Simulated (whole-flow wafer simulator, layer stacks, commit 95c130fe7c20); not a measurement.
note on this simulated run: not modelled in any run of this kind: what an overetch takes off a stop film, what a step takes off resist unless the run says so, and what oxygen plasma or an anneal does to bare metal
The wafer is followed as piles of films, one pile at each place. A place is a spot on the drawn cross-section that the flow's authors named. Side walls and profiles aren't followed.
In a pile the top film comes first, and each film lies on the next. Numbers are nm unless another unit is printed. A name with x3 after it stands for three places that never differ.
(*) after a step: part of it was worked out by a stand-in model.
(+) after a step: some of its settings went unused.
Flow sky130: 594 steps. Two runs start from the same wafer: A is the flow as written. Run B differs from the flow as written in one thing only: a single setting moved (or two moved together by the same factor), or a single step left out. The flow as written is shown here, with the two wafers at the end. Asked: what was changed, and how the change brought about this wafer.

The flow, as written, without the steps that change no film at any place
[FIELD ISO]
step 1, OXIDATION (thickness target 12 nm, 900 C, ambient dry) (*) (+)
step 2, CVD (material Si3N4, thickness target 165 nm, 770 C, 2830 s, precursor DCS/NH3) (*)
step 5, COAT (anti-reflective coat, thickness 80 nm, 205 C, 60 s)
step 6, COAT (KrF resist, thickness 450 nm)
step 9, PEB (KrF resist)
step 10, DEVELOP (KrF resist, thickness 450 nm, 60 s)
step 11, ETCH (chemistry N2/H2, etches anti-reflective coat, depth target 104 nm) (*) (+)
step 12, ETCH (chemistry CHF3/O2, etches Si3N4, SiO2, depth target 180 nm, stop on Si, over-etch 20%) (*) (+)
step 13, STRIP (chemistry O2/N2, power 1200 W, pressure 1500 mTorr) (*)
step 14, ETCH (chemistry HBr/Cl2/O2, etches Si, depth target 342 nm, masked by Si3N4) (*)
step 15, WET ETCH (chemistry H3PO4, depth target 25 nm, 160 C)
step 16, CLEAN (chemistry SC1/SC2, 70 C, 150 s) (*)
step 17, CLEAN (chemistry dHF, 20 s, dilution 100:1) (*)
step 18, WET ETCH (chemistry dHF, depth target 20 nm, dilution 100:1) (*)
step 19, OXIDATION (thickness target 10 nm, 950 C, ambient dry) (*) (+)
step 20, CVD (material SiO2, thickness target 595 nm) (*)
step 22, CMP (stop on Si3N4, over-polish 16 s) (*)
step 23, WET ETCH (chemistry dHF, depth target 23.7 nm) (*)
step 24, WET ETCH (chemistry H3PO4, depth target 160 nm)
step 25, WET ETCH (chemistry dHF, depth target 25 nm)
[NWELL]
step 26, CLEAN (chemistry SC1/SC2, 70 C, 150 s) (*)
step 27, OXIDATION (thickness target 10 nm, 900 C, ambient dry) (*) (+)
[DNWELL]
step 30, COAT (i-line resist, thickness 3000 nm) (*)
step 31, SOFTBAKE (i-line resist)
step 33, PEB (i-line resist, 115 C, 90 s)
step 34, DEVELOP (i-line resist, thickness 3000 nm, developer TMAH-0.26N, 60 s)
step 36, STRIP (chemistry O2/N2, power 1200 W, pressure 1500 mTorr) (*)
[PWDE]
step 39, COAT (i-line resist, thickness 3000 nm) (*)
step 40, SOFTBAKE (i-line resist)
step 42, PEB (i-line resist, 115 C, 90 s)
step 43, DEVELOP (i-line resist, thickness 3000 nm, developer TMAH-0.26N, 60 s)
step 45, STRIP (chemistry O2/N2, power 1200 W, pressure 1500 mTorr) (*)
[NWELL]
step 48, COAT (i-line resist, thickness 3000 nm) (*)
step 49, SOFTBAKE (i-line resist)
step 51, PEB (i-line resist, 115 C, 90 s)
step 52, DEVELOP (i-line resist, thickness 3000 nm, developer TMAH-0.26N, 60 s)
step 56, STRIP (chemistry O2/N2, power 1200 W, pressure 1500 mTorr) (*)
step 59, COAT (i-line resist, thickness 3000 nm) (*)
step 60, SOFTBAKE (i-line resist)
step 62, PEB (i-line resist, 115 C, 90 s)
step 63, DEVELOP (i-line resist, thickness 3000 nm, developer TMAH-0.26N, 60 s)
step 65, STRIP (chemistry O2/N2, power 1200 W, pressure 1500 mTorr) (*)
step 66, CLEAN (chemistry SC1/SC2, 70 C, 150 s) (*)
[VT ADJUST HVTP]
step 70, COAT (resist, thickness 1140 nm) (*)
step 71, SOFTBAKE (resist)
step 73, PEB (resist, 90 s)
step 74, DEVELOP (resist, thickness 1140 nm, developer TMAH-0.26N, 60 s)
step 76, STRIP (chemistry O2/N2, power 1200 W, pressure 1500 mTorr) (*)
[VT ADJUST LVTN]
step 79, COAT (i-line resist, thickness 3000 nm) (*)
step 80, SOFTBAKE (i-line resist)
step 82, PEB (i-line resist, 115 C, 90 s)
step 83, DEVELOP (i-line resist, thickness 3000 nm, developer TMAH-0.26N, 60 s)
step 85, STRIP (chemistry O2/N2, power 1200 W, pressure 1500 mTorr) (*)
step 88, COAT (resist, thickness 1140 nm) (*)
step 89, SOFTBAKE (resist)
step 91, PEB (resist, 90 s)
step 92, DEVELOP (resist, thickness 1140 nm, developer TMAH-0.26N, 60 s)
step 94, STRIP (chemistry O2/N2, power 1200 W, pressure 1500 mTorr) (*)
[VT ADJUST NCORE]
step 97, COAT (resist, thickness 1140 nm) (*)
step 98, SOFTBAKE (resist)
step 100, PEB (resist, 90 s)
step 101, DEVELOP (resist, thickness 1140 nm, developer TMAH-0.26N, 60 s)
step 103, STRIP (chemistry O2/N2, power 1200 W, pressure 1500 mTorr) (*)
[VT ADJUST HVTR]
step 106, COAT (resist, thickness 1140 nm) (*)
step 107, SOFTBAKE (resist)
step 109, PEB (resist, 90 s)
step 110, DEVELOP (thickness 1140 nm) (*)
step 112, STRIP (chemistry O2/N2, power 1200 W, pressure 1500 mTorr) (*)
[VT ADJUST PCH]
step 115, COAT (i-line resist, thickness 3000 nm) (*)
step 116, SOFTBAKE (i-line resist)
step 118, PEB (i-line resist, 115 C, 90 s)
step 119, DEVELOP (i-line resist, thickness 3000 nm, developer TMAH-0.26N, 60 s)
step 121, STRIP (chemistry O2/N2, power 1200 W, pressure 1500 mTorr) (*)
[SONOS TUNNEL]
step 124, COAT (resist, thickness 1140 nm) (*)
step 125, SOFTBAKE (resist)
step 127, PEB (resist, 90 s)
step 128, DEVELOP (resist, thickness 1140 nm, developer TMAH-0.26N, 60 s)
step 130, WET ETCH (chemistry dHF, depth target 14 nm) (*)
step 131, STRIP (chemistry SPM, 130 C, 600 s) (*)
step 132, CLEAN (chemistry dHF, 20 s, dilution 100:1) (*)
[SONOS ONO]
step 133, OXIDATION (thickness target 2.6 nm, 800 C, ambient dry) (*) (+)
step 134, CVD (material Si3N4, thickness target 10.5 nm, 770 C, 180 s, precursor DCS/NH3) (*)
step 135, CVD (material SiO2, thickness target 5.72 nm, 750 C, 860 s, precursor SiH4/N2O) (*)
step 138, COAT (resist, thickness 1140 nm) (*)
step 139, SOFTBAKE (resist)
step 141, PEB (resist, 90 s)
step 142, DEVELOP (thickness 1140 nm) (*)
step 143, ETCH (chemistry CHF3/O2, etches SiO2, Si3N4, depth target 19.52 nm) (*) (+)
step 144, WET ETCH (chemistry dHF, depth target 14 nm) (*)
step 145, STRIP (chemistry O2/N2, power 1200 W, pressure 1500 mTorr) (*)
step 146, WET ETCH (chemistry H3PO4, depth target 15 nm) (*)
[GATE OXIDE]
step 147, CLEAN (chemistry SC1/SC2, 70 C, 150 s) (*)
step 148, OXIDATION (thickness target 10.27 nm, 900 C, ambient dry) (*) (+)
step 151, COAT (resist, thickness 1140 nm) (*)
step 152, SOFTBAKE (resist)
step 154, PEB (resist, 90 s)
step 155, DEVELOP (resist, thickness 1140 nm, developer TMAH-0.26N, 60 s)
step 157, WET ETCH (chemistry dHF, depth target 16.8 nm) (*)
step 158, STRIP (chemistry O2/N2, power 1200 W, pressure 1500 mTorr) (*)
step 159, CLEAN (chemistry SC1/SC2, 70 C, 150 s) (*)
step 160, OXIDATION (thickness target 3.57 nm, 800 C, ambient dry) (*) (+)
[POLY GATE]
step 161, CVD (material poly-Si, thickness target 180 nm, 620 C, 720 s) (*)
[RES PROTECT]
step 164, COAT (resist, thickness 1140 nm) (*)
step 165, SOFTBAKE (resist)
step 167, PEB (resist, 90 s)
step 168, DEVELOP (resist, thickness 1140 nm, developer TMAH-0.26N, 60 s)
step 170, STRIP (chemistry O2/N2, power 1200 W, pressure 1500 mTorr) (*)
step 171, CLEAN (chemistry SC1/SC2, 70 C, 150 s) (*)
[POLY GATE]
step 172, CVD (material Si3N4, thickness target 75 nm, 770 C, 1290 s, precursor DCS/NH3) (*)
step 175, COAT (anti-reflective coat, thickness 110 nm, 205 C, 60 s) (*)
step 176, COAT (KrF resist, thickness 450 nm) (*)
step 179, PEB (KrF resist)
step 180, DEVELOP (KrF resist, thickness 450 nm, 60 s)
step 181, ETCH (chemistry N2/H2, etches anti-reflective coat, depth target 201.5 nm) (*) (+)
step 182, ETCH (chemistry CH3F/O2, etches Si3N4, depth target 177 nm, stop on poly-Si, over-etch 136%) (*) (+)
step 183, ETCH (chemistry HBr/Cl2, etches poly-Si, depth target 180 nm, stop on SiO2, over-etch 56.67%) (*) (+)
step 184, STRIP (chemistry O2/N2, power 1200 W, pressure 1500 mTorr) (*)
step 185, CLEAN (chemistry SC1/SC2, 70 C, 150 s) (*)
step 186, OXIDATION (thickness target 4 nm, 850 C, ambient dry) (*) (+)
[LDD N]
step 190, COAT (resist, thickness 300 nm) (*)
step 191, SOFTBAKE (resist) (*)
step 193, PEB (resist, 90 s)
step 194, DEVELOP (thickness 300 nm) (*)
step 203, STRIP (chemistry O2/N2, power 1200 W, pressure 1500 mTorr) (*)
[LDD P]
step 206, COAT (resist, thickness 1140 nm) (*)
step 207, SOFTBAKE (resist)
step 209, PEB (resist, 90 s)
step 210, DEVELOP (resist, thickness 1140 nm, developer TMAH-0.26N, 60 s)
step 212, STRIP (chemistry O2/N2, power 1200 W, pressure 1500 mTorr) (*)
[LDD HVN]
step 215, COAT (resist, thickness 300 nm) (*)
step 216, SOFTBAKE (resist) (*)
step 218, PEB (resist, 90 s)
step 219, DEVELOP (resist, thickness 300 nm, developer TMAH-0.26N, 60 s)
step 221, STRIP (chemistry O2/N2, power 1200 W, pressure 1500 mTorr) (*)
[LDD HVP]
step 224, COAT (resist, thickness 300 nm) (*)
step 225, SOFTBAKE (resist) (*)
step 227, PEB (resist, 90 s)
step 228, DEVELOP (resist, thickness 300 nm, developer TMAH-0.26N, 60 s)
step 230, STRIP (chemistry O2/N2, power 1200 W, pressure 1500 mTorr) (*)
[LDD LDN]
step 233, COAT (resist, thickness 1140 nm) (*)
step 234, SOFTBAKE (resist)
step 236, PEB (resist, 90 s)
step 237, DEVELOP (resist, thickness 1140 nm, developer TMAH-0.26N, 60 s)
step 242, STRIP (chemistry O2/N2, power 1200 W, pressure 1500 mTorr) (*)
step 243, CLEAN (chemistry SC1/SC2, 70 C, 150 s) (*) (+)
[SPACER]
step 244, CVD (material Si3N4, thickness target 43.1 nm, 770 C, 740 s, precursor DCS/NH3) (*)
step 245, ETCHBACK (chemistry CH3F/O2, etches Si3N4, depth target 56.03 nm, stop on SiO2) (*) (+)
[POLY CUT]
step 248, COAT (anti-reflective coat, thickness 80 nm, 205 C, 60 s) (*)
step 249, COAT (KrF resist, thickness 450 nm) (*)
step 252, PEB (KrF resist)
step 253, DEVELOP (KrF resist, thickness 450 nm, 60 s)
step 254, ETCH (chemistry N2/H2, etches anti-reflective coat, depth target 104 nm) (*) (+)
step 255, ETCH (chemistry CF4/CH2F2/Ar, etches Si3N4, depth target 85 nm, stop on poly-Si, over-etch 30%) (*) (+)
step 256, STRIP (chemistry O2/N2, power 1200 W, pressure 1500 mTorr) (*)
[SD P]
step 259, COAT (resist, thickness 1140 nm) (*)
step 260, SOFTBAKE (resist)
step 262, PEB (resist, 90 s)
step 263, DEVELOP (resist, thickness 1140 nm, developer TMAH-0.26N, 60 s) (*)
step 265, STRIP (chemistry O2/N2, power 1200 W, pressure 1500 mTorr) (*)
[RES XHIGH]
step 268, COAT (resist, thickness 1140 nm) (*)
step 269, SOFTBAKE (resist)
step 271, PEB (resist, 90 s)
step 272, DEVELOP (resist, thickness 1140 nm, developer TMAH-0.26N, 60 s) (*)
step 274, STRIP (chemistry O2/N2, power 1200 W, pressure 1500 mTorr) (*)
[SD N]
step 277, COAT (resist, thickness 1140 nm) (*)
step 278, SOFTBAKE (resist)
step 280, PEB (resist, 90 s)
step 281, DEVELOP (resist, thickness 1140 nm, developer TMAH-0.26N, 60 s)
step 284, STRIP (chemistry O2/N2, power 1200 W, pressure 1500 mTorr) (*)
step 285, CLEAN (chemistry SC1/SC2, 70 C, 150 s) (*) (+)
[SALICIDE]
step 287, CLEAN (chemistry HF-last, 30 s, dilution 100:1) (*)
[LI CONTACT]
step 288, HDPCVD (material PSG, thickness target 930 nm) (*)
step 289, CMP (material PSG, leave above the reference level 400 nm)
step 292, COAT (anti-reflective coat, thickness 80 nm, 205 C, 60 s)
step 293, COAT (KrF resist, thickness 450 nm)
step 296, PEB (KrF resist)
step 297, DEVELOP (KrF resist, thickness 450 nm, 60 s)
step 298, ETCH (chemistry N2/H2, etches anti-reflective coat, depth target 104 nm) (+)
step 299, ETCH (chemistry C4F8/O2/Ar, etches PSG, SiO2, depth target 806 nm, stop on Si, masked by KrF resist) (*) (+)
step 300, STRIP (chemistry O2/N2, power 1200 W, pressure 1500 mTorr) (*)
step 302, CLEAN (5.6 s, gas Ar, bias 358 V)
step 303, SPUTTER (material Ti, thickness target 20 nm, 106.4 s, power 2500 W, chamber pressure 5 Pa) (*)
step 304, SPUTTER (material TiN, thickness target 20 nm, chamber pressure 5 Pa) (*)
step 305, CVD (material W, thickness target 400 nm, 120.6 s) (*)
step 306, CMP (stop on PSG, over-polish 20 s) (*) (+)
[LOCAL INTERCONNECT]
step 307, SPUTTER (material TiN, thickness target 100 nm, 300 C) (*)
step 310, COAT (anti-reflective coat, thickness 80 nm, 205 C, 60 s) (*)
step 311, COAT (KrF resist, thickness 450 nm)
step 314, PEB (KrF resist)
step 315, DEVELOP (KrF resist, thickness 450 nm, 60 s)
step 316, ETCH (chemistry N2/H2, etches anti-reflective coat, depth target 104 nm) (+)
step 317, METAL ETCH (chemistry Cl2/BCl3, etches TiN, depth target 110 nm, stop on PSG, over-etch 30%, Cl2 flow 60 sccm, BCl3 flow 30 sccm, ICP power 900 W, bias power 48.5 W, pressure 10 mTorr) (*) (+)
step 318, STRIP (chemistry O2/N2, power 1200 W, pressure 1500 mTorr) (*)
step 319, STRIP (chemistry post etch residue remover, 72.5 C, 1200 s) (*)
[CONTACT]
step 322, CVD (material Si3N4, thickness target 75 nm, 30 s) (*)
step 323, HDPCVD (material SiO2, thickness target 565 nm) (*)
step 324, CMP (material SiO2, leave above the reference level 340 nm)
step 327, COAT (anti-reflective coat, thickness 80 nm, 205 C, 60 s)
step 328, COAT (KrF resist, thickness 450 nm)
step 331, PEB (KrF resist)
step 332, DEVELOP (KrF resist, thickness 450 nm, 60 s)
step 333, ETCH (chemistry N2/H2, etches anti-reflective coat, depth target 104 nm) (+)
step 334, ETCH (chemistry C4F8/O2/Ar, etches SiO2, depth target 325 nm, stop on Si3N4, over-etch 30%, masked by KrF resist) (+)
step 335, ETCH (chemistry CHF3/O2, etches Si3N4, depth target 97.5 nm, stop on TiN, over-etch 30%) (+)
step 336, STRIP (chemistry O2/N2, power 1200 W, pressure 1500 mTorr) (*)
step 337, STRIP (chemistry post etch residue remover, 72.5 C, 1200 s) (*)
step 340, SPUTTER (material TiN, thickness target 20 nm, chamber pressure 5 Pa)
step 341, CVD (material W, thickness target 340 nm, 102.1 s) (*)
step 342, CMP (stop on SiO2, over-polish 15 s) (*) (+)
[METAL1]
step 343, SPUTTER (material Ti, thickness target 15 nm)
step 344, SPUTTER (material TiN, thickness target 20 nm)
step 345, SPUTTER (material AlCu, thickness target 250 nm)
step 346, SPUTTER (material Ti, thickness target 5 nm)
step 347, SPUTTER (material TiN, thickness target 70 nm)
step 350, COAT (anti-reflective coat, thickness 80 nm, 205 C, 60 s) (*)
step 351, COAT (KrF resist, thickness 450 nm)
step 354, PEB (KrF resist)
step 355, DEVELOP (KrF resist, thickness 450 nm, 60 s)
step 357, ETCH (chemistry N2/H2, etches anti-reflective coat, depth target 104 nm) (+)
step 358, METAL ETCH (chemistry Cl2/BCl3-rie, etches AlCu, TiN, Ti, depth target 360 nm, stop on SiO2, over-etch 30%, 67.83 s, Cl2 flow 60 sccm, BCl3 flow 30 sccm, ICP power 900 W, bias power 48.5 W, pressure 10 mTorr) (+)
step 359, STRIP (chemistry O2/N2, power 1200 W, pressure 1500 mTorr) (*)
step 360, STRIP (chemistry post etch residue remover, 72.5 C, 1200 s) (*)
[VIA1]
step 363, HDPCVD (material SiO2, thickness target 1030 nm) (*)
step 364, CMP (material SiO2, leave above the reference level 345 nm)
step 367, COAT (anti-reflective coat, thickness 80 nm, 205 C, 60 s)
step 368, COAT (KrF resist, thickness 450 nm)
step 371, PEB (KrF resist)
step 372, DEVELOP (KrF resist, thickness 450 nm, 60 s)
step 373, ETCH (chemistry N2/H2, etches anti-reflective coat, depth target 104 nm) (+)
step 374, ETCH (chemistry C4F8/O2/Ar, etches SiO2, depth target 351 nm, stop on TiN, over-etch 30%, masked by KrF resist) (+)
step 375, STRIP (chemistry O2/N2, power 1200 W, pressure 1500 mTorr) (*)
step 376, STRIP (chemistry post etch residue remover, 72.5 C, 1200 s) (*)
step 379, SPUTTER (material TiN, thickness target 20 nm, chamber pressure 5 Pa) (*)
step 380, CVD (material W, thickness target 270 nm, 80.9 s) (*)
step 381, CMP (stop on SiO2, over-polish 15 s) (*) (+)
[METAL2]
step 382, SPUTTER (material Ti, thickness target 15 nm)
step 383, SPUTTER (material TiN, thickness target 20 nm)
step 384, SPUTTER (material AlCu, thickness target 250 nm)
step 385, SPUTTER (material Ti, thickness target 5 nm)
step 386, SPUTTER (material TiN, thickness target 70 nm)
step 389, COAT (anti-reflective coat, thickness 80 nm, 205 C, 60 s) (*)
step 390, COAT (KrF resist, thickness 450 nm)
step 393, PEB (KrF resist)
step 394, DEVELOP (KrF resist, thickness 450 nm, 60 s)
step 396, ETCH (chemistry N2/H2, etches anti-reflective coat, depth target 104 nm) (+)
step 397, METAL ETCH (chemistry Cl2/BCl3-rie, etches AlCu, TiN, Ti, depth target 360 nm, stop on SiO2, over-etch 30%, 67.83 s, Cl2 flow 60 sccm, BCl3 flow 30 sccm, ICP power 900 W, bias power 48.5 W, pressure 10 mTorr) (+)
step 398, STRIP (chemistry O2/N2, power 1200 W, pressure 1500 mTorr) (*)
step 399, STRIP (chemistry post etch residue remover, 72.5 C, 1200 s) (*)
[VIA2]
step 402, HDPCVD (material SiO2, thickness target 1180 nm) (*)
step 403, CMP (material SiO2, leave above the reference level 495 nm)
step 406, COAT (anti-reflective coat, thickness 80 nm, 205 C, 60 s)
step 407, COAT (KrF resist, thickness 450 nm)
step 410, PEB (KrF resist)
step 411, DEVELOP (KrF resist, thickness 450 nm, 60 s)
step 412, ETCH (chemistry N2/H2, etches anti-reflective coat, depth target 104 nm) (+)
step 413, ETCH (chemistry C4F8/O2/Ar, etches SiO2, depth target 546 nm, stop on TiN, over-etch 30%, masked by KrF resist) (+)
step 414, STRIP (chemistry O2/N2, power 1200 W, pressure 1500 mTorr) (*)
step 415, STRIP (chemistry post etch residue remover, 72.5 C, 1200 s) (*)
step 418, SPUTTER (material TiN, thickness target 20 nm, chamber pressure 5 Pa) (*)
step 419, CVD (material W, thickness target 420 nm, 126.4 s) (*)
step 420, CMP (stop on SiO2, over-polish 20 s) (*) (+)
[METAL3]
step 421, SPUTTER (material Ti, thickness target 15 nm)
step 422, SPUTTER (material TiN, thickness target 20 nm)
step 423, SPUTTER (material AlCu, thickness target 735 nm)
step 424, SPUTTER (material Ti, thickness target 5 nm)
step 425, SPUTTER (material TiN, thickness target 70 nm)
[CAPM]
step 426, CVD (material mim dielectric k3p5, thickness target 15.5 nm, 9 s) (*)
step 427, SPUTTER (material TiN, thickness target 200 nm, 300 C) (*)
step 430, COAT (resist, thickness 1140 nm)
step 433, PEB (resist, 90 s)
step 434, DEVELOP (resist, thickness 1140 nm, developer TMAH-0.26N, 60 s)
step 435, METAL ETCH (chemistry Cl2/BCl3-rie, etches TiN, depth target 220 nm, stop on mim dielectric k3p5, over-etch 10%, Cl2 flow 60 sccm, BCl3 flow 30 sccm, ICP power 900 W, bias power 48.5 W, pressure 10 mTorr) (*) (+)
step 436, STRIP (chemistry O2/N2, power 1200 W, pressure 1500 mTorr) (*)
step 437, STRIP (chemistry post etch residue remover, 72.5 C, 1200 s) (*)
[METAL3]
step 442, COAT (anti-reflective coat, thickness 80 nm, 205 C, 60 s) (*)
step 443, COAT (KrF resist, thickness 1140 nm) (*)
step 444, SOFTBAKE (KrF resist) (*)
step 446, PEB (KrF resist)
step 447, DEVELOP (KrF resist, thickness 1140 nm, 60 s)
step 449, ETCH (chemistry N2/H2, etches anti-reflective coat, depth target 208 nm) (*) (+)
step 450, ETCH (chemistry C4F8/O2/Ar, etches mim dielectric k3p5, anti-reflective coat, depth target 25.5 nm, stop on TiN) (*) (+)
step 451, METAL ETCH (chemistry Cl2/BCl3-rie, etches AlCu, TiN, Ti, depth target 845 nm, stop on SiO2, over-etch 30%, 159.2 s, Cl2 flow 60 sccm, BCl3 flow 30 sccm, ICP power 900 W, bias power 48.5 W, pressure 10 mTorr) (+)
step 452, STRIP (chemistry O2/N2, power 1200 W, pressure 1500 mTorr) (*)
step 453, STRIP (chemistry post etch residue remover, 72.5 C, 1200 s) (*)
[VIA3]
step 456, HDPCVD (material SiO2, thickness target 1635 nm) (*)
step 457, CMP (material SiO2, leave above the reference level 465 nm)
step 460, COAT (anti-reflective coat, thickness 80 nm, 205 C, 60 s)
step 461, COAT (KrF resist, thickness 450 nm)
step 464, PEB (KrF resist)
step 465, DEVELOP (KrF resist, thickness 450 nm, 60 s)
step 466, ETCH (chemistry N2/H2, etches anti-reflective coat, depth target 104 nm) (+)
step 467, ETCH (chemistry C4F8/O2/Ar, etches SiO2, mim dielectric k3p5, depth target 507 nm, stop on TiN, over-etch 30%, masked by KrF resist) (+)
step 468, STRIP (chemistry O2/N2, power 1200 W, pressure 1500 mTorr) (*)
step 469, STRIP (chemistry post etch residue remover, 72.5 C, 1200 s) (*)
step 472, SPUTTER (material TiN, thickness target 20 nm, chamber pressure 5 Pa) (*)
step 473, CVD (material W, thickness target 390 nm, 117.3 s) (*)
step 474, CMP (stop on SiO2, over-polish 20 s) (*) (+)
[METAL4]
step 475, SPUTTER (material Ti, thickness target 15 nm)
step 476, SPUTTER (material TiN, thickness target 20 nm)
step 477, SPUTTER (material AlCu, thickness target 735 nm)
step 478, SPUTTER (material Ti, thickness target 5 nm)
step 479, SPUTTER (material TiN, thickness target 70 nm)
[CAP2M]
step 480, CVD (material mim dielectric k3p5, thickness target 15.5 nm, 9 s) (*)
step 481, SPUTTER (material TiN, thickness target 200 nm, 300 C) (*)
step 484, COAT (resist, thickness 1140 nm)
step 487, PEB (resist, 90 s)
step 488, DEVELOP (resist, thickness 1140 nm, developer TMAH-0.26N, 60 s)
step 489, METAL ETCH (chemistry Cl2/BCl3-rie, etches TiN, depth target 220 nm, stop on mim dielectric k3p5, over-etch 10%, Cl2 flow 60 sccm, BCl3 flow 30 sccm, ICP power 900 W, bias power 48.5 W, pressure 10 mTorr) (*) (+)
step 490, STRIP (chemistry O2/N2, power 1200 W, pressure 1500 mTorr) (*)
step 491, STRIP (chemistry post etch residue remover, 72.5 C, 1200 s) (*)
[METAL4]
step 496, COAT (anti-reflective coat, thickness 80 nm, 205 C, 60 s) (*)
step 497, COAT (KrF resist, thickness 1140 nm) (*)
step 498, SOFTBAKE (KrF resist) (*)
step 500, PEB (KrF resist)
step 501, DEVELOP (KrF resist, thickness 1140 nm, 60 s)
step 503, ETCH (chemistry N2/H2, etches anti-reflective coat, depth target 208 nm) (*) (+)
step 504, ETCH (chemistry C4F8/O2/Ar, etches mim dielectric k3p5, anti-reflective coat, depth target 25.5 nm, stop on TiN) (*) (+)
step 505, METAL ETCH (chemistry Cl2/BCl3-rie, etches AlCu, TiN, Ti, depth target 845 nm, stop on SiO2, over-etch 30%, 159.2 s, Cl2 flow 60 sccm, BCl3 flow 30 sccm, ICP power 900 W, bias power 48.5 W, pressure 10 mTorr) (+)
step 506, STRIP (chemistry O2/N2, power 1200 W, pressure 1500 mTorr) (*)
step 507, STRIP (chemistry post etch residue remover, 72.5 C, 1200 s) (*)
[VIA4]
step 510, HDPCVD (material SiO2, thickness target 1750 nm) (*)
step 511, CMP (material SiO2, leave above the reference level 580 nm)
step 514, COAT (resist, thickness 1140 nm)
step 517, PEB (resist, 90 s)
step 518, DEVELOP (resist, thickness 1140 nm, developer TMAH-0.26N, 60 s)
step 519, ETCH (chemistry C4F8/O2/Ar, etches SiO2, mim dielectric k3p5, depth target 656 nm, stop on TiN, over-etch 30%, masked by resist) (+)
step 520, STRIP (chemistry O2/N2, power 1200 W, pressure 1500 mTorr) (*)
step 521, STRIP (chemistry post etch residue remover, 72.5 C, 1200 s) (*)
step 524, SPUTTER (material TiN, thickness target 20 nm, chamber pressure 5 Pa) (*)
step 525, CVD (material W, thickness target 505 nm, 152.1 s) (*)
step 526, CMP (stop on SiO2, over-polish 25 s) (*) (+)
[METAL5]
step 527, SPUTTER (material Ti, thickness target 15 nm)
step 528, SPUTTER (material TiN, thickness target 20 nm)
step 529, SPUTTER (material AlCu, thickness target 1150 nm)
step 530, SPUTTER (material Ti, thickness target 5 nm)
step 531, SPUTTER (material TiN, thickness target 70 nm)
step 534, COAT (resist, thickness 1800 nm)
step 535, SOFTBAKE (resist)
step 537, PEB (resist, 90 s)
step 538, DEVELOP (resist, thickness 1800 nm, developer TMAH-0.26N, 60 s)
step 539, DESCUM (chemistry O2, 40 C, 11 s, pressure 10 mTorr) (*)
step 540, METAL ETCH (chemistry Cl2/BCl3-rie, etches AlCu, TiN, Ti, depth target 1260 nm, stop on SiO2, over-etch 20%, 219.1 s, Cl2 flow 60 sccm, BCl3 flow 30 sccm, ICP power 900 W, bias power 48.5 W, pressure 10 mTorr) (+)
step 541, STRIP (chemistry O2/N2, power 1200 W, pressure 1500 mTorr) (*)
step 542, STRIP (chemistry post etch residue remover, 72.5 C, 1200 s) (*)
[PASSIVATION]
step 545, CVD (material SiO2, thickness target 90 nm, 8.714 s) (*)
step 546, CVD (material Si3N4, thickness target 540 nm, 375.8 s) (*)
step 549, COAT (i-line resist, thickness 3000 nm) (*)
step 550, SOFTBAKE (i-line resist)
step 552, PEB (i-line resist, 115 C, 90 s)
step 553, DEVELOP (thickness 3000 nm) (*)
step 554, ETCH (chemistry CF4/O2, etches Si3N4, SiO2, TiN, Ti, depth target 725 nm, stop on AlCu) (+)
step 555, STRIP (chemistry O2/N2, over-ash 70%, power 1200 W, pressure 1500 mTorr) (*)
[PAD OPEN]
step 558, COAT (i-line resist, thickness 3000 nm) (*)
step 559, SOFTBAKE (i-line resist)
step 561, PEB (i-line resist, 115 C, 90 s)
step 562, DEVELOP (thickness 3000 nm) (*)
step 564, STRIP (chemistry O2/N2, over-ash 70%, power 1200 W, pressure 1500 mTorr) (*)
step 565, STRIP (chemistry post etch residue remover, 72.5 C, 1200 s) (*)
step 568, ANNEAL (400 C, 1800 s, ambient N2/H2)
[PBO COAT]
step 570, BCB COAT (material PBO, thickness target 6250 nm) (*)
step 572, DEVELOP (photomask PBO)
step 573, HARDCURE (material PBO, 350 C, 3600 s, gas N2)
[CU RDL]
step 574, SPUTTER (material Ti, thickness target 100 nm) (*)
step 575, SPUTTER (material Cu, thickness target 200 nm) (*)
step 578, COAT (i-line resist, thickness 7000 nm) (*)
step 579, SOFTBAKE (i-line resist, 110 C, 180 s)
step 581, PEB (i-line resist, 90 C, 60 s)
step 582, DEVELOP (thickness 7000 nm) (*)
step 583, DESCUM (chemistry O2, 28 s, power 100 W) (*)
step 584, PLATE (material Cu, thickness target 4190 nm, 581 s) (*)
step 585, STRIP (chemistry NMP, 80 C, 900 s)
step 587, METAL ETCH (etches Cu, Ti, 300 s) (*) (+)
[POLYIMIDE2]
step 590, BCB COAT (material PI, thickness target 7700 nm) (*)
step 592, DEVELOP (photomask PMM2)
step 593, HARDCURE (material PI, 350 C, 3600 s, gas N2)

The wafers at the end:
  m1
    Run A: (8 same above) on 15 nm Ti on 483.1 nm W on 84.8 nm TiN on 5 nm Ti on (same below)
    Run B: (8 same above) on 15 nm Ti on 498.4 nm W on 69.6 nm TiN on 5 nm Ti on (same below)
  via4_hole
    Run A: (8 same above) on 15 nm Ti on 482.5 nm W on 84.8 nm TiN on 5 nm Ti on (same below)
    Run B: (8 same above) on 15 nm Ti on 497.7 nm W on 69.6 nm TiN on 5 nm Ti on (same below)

What caused this: step 524, SPUTTER: material TiN, thickness target 20 nm, chamber pressure 5 Pa (*), was skipped.

How this came from the change, step by step:
  step 526, CMP (stop on SiO2, over-polish 25 s) (*) (+)
      field, active, n_well and 188 more: A -505 W (all of it), -20 TiN (all of it), -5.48 SiO2 | B -505 W (all of it), -5.48 SiO2
      m1, via4_hole: A -532.7 W | B -512.7 W
